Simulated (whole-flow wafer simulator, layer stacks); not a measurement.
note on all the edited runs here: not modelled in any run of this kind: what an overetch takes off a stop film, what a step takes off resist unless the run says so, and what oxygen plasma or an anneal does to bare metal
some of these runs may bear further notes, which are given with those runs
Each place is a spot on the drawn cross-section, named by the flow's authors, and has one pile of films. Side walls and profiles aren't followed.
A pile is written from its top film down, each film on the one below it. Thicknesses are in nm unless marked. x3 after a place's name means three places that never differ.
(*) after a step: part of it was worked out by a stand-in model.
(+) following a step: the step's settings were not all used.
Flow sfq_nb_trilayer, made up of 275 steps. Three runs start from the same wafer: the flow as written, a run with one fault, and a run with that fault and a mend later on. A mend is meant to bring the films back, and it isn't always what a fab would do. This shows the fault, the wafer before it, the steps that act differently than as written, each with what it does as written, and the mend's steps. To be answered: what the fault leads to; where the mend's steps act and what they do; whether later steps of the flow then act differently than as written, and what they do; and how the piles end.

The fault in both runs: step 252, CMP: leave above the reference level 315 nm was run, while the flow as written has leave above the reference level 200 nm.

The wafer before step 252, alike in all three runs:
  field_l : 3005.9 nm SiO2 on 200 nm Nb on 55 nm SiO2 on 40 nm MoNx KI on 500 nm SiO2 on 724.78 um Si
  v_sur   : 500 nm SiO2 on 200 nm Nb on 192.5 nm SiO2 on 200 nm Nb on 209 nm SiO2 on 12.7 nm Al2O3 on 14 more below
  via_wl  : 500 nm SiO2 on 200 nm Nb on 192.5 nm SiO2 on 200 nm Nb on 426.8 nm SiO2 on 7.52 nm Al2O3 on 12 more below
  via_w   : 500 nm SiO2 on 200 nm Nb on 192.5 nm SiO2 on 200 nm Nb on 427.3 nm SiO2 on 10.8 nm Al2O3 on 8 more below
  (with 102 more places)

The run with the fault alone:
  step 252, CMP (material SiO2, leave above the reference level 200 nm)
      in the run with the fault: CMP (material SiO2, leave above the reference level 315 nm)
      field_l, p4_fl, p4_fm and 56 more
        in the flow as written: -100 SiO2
        in the run with the fault: nothing
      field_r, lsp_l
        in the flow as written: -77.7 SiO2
        in the run with the fault: nothing
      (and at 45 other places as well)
  Later steps of the flow acting differently than as written (5 more steps, not shown, differ only slightly: by at most 2% or 0.5 nm, whichever is larger):
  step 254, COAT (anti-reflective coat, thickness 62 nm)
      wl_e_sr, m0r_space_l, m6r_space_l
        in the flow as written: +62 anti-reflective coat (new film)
        in the run with the fault: +64.1 anti-reflective coat (new film)
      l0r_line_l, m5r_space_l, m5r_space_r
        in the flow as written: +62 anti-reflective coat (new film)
        in the run with the fault: +63.3 anti-reflective coat (new film)
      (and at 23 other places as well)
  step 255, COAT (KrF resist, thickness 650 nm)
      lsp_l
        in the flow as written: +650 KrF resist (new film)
        in the run with the fault: +665.5 KrF resist (new film)
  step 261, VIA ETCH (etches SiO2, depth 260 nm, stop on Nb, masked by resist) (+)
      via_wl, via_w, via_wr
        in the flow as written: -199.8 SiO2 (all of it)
        in the run with the fault: -260 SiO2
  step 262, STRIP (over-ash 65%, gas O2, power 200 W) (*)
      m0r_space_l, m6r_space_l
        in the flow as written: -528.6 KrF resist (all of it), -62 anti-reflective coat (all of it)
        in the run with the fault: -530.9 KrF resist (all of it), -64.1 anti-reflective coat (all of it)
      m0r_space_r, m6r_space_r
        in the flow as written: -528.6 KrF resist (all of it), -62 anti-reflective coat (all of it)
        in the run with the fault: -530.8 KrF resist (all of it), -64.2 anti-reflective coat (all of it)
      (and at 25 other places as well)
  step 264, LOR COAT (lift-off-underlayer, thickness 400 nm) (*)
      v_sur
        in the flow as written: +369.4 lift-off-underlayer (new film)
        in the run with the fault: +357.3 lift-off-underlayer (new film)
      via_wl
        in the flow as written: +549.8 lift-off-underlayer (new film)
        in the run with the fault: +589.9 lift-off-underlayer (new film)
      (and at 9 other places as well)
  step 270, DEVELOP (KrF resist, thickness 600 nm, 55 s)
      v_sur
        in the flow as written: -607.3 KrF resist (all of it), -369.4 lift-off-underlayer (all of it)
        in the run with the fault: -606.7 KrF resist (all of it), -357.3 lift-off-underlayer (all of it)
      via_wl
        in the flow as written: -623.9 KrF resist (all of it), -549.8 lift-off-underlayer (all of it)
        in the run with the fault: -630.6 KrF resist (all of it), -589.9 lift-off-underlayer (all of it)
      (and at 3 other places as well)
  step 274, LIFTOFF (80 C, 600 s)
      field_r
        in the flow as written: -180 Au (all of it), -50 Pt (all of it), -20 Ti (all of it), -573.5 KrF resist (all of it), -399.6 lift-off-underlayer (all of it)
        in the run with the fault: -180 Au (all of it), -50 Pt (all of it), -20 Ti (all of it), -577 KrF resist (all of it), -423.1 lift-off-underlayer (all of it)
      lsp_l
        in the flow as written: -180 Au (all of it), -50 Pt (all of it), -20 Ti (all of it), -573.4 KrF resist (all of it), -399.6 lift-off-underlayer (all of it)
        in the run with the fault: -180 Au (all of it), -50 Pt (all of it), -20 Ti (all of it), -577.9 KrF resist (all of it), -421.7 lift-off-underlayer (all of it)
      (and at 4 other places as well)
  The piles end different from the flow's at field_l, v_sur, via_wl and 103 more by more than 2% or 0.5 nm, whichever is larger.
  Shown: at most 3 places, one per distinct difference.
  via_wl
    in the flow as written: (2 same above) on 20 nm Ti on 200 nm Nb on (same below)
    in the run with the fault: (2 same above) on 20 nm Ti on 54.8 nm SiO2 on 200 nm Nb on (same below)
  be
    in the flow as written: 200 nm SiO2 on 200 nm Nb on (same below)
    in the run with the fault: 315 nm SiO2 on 200 nm Nb on (same below)
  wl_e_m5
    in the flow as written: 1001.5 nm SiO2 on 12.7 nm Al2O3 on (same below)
    in the run with the fault: 1101.5 nm SiO2 on 12.7 nm Al2O3 on (same below)

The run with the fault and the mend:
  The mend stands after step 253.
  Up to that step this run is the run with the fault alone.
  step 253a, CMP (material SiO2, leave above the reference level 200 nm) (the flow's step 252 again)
      field_l, p4_fl, p4_fm and 56 more
        -100 SiO2
      v_sur, via_wl, via_w and 40 more
        -115 SiO2
      field_r, lsp_l
        -77.7 SiO2
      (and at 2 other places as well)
  Later steps of the flow that are run all act as written at every place that is followed.
  By the end, the piles equal the flow's at every place that both follow.
